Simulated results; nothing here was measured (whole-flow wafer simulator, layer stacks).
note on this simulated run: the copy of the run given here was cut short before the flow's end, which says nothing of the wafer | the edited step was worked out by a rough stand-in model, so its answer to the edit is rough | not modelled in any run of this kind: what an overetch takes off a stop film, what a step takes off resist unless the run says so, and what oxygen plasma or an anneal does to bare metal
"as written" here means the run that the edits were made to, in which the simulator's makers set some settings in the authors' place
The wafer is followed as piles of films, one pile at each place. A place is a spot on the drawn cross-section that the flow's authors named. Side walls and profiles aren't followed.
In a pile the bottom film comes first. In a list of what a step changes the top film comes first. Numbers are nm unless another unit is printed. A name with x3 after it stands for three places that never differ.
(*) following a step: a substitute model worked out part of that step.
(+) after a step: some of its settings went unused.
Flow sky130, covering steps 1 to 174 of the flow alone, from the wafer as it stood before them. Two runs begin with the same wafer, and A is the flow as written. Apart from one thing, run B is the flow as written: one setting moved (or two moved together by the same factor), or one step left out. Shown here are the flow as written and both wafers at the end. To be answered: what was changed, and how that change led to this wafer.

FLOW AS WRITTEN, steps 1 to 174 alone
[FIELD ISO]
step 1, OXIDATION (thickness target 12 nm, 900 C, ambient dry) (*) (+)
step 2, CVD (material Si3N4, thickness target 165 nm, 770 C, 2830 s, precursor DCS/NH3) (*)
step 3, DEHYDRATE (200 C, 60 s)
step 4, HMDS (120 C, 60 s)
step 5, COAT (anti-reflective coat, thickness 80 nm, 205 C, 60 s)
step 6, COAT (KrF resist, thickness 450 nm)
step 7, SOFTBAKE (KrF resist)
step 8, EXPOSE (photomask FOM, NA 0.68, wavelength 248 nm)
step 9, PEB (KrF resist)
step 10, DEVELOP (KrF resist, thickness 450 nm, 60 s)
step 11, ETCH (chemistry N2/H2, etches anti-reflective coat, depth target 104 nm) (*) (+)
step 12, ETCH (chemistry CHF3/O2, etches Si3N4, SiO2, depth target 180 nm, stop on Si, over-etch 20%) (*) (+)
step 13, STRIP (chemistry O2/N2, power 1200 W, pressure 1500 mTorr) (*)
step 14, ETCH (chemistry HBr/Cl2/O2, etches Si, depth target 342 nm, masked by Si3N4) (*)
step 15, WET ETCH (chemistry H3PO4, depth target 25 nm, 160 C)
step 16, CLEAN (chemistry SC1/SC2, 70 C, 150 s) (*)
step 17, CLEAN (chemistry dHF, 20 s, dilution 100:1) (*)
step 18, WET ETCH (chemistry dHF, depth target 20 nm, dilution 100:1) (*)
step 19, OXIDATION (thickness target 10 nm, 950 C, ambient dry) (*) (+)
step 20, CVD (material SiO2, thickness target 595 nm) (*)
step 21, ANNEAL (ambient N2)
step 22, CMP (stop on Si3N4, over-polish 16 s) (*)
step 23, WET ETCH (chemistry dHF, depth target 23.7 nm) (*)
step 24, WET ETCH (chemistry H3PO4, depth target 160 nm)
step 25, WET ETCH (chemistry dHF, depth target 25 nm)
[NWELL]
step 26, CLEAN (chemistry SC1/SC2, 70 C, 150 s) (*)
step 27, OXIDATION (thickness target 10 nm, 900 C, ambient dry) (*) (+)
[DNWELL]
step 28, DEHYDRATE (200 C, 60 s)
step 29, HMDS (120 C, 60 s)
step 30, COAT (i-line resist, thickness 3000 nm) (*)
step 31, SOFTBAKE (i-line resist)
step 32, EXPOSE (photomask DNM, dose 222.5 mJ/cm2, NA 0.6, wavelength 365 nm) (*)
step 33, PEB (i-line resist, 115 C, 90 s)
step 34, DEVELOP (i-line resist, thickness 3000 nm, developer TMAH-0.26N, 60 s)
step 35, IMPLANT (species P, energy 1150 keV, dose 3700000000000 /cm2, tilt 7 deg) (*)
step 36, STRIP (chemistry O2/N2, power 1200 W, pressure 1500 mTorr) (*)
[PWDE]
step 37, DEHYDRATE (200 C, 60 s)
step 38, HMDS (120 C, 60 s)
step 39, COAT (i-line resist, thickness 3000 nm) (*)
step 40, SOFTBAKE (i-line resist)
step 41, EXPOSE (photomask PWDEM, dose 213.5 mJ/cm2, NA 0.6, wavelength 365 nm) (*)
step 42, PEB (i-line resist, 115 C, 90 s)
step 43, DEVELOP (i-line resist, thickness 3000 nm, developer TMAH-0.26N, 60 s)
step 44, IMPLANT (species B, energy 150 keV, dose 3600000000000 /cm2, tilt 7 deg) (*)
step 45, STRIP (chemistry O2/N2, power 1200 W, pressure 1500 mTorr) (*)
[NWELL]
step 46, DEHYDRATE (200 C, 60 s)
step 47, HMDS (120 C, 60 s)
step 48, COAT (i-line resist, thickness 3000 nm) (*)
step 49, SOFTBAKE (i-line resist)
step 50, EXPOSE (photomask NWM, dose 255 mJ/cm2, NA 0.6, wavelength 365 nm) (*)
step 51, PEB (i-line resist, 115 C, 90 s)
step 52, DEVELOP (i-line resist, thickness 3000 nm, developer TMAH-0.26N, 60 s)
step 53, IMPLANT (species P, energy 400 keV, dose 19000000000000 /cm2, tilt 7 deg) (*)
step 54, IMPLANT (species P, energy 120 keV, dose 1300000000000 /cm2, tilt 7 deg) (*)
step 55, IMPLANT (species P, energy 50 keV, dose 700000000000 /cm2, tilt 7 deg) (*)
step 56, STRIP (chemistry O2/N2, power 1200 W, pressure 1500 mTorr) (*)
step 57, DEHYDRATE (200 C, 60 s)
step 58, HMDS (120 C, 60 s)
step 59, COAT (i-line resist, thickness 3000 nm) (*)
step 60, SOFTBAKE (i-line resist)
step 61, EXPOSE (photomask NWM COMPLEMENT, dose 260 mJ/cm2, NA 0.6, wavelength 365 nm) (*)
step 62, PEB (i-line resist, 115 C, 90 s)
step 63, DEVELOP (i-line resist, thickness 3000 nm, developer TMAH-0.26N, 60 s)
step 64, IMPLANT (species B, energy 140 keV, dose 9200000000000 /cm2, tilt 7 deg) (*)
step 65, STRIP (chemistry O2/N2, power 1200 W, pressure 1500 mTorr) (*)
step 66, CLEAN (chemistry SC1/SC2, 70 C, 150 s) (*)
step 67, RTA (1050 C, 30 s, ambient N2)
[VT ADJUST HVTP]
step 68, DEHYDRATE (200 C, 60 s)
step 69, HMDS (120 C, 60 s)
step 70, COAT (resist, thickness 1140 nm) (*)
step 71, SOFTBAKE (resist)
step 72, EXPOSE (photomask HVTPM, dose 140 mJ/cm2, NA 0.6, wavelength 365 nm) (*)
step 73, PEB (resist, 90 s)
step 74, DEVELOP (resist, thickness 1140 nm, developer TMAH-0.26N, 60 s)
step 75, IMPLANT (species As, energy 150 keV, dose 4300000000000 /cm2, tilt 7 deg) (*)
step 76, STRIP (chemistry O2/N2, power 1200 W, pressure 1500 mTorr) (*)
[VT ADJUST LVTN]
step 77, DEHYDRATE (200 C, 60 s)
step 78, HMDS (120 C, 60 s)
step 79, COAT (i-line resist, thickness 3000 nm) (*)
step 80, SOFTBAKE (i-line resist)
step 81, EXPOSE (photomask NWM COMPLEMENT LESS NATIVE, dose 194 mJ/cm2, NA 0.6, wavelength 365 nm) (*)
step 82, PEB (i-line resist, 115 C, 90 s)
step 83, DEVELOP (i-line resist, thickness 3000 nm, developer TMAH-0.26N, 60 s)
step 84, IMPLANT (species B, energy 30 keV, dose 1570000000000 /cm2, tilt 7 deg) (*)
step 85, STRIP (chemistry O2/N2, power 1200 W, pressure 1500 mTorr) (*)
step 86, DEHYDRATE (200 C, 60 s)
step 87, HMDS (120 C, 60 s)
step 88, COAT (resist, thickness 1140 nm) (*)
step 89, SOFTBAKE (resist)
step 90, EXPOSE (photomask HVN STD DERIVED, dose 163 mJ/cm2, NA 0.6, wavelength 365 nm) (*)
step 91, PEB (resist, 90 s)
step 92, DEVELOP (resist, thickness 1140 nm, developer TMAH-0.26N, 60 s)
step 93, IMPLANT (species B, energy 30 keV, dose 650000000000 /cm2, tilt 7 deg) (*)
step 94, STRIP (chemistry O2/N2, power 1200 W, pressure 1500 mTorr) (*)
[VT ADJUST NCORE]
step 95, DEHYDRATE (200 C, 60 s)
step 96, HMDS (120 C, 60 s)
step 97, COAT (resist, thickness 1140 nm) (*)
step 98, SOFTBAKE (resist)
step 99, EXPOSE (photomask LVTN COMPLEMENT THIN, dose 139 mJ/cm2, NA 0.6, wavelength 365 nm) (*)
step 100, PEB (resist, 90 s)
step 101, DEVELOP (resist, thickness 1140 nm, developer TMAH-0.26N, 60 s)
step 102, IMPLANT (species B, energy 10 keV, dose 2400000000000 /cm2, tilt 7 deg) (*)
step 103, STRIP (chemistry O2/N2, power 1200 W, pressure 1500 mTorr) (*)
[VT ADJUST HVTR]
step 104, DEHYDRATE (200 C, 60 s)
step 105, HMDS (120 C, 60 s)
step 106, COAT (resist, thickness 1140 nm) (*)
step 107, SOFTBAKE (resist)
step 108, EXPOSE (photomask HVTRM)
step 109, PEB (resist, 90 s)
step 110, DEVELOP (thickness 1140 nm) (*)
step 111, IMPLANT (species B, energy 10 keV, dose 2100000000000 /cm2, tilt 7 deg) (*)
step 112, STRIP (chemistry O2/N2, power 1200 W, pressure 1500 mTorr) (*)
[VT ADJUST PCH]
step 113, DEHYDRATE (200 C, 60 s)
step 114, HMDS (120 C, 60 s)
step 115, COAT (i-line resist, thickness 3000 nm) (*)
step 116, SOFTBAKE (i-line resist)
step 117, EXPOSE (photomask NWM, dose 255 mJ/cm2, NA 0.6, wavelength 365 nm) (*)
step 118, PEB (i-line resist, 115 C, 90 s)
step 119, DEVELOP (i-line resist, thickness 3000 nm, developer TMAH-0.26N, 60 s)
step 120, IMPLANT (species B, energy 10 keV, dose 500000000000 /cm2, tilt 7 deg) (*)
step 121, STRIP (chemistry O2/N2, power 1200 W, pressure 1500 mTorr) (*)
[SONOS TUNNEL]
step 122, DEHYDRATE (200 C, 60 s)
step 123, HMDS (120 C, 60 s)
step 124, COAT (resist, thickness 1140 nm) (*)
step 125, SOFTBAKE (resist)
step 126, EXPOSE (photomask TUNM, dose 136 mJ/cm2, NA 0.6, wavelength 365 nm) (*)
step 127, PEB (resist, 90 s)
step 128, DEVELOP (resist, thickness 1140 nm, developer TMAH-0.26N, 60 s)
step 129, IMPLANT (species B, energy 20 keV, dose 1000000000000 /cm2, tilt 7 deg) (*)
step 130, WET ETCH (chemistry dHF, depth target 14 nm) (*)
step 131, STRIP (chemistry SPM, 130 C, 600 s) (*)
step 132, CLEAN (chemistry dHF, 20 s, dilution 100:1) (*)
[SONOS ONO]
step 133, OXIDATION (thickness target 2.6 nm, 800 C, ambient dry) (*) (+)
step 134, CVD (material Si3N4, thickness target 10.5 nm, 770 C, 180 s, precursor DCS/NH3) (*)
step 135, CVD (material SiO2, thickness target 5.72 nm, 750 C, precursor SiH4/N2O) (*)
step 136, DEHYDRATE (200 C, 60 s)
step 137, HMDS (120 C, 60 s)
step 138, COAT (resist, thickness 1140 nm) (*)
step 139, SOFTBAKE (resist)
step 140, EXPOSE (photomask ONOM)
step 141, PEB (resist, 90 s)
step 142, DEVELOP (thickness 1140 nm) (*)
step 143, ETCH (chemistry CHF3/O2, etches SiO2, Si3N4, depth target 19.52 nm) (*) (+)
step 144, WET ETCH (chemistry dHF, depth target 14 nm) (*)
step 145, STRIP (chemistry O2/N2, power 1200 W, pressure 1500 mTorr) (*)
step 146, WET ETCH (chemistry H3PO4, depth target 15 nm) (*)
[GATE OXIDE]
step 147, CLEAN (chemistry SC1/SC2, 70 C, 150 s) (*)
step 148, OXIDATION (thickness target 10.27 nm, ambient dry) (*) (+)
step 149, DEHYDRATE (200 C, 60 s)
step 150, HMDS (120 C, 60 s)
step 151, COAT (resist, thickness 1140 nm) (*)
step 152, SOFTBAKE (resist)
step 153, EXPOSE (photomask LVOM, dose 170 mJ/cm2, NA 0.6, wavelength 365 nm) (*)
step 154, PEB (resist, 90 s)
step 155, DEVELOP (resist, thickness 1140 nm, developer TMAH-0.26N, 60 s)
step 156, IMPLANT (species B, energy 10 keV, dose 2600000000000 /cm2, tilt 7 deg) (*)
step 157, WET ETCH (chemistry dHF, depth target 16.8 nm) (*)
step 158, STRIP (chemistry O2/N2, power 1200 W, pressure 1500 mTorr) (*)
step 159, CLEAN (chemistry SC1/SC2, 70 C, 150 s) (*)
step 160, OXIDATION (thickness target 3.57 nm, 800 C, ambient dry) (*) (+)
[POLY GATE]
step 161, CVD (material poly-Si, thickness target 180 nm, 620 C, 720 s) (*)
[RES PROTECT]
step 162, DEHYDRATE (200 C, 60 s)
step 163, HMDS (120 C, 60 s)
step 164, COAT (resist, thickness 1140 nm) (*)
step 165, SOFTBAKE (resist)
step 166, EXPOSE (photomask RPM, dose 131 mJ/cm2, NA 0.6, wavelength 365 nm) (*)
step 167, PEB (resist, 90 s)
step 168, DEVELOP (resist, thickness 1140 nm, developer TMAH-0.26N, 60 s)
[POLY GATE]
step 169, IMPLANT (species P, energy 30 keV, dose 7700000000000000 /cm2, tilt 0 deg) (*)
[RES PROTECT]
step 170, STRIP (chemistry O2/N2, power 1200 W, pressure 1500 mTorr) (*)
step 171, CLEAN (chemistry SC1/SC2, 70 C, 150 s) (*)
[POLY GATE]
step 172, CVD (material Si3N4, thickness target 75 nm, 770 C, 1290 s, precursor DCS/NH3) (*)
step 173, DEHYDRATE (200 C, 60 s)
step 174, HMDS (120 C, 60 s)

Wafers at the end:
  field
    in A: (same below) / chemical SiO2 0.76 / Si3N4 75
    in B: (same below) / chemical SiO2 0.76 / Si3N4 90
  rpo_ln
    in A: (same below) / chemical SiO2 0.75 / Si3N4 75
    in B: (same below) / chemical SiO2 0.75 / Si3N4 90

The reason: step 172, CVD: 1548 s was run, while the flow as written has 1290 s.

The path from the change to this, step by step:
  step 172, CVD (material Si3N4, thickness target 75 nm, 770 C, 1290 s, precursor DCS/NH3) (*)
      field, active, n_well and 187 more: A Si3N4 gains 75 (new film) | B Si3N4 gains 90 (new film)
